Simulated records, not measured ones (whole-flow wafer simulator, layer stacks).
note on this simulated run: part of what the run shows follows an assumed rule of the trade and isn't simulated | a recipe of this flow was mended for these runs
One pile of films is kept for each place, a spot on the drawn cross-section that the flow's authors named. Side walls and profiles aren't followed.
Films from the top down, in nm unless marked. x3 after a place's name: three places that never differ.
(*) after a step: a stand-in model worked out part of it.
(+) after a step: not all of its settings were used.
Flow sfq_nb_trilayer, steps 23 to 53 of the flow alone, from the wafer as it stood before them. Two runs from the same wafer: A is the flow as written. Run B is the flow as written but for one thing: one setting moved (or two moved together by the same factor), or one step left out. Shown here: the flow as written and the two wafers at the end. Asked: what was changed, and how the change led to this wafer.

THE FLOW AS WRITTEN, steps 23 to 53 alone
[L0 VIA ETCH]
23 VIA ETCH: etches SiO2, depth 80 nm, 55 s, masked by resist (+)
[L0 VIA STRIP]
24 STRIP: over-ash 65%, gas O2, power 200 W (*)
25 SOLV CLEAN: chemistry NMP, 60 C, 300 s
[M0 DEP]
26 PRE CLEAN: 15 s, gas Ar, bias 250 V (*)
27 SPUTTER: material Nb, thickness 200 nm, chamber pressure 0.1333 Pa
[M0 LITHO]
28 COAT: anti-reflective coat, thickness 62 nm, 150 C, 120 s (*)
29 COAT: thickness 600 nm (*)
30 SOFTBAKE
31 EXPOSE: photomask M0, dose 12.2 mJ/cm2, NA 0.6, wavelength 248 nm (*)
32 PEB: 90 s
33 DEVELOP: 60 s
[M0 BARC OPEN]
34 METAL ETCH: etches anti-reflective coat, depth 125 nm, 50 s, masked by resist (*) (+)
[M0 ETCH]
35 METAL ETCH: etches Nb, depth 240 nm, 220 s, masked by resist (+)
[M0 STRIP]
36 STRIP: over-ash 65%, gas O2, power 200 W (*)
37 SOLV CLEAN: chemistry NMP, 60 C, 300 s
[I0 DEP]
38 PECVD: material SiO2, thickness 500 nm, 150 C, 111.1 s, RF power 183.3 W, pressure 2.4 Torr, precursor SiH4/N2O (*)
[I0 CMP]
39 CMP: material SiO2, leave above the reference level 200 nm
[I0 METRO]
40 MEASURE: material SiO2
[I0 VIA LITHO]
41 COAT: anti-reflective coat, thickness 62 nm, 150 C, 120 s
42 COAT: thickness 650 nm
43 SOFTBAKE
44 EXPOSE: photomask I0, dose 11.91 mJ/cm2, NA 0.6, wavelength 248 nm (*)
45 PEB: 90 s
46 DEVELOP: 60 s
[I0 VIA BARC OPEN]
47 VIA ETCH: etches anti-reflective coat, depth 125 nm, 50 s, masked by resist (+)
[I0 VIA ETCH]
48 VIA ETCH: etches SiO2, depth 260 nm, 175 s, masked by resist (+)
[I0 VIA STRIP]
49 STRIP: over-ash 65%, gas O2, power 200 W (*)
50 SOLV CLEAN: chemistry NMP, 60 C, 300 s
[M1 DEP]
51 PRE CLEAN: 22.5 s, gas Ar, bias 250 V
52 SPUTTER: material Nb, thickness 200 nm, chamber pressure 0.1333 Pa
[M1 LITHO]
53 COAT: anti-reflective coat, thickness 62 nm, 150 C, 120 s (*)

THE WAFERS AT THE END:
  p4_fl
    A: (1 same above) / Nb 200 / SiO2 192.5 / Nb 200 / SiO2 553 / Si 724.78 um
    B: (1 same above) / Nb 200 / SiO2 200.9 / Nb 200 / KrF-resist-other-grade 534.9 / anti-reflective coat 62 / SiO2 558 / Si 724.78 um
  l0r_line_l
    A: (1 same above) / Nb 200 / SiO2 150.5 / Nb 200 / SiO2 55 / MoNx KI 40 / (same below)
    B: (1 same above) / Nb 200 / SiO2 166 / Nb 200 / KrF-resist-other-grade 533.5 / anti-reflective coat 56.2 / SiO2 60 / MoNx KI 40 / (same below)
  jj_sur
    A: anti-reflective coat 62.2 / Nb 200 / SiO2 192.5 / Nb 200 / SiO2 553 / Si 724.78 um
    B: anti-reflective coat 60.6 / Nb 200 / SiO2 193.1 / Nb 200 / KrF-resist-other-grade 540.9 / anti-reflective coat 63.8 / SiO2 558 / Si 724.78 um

The cause: step 24, STRIP: over-ash 65%, gas O2, power 200 W (*), was left out.

How the change led to this, step by step:
  26 PRE CLEAN: 15 s, gas Ar, bias 250 V (*)
      field_l, v_sur, via_wl and 102 more: A SiO2 -5 | B KrF-resist-other-grade -7
  27 SPUTTER: material Nb, thickness 200 nm, chamber pressure 0.1333 Pa
      l0v: A Nb +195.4 (new film) | B Nb +92.8 (new film)
  28 COAT: anti-reflective coat, thickness 62 nm, 150 C, 120 s (*)
      wl_g_sr, m0r_space_l, m0r_space_r, r5r_line_c, m6r_space_l x4: A anti-reflective coat +62 (new film) | B anti-reflective coat +63.8 (new film)
      be_sur, gap, jj_sur, ce_l, c5j: A anti-reflective coat +63.7 (new film) | B anti-reflective coat +61.9 (new film)
      (and at 36 more places)
  29 COAT: thickness 600 nm (*)
      lsp_m: A KrF-resist-other-grade +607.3 (new film) | B KrF-resist-other-grade +590.6 (new film)
      ln_m6: A KrF-resist-other-grade +605.3 (new film) | B KrF-resist-other-grade +577.9 (new film)
      (and at 3 more places)
  32 PEB: 90 s
      l0v: A KrF-resist-other-grade -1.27 | B KrF-resist-other-grade -2.54
  34 METAL ETCH: etches anti-reflective coat, depth 125 nm, 50 s, masked by resist (*) (+)
      m0r_space_l, m0r_space_r: A anti-reflective coat -62 (all of it) | B anti-reflective coat -63.8 (all of it)
      moat: A anti-reflective coat -63.8 (all of it) | B anti-reflective coat -61.5 (all of it)
  35 METAL ETCH: etches Nb, depth 240 nm, 220 s, masked by resist (+)
      moat, m0r_space_l, m0r_space_r: A Nb -200 (all of it), SiO2 -4 | B Nb -200 (all of it), KrF-resist-other-grade -40
  36 STRIP: over-ash 65%, gas O2, power 200 W (*)
      m0r_space_l, m0r_space_r: A nothing | B KrF-resist-other-grade -494.9 (all of it), anti-reflective coat -62 (all of it)
      moat: A nothing | B KrF-resist-other-grade -501.1 (all of it), anti-reflective coat -63.9 (all of it)
      (and at 47 more places)
  38 PECVD: material SiO2, thickness 500 nm, 150 C, 111.1 s, RF power 183.3 W, pressure 2.4 Torr, precursor SiH4/N2O (*)
      l0v: A SiO2 +500 (new film) | B SiO2 +215.4 (new film), void +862 (new film), SiO2 +172.5 (new film)
      m0r_space_l, m0r_space_r: A SiO2 +561.1 | B SiO2 +500
      (and at 1 more place)
  39 CMP: material SiO2, leave above the reference level 200 nm
      moat, m0r_space_l, m0r_space_r: A SiO2 -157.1 | B nothing
      l0v: A SiO2 -277.4 | B SiO2 -215.4 (all of it), void -862 (all of it)
      (and at 80 more places)
  41 COAT: anti-reflective coat, thickness 62 nm, 150 C, 120 s
      c5j, ce_r, sp_r, be_r, res: A anti-reflective coat +62 (new film) | B anti-reflective coat +60.6 (new film)
      jj_sur, ce_l: A anti-reflective coat +62 (new film) | B anti-reflective coat +60.7 (new film)
      (and at 14 more places)
  42 COAT: thickness 650 nm
      m0r_line_l x2: A KrF-resist-other-grade +650 (new film) | B KrF-resist-other-grade +611.5 (new film)
      m0r_space_l, m0r_space_r: A KrF-resist-other-grade +650 (new film) | B KrF-resist-other-grade +991.9 (new film)
      (and at 8 more places)
  45 PEB: 90 s
      m0r_space_l, m0r_space_r: A KrF-resist-other-grade -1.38 | B KrF-resist-other-grade -2.27
      moat: A KrF-resist-other-grade -1.38 | B KrF-resist-other-grade -2.73
      (and at 1 more place)
  48 VIA ETCH: etches SiO2, depth 260 nm, 175 s, masked by resist (+)
      via_w: A SiO2 -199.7 (all of it), Nb -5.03 | B SiO2 -194.9 (all of it), Nb -5.43
  49 STRIP: over-ash 65%, gas O2, power 200 W (*)
      m0r_line_l x2: A KrF-resist-other-grade -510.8 (all of it), anti-reflective coat -62 (all of it) | B KrF-resist-other-grade -472.4 (all of it), anti-reflective coat -41.9 (all of it)
      m0r_space_l, m0r_space_r: A KrF-resist-other-grade -510.8 (all of it), anti-reflective coat -62 (all of it) | B KrF-resist-other-grade -851.8 (all of it), anti-reflective coat -164 (all of it)
      (and at 17 more places)
  52 SPUTTER: material Nb, thickness 200 nm, chamber pressure 0.1333 Pa
      m0r_space_l, m0r_space_r: A Nb +200 (new film) | B Nb +699.6 (new film)
      moat: A Nb +200 (new film) | B Nb +80.6 (new film)
      (and at 1 more place)
  53 COAT: anti-reflective coat, thickness 62 nm, 150 C, 120 s (*)
      c5j, ce_r, sp_r: A anti-reflective coat +62.2 (new film) | B anti-reflective coat +60.5 (new film)
      jj_sur, ce_l: A anti-reflective coat +62.2 (new film) | B anti-reflective coat +60.6 (new film)
      (and at 25 more places)
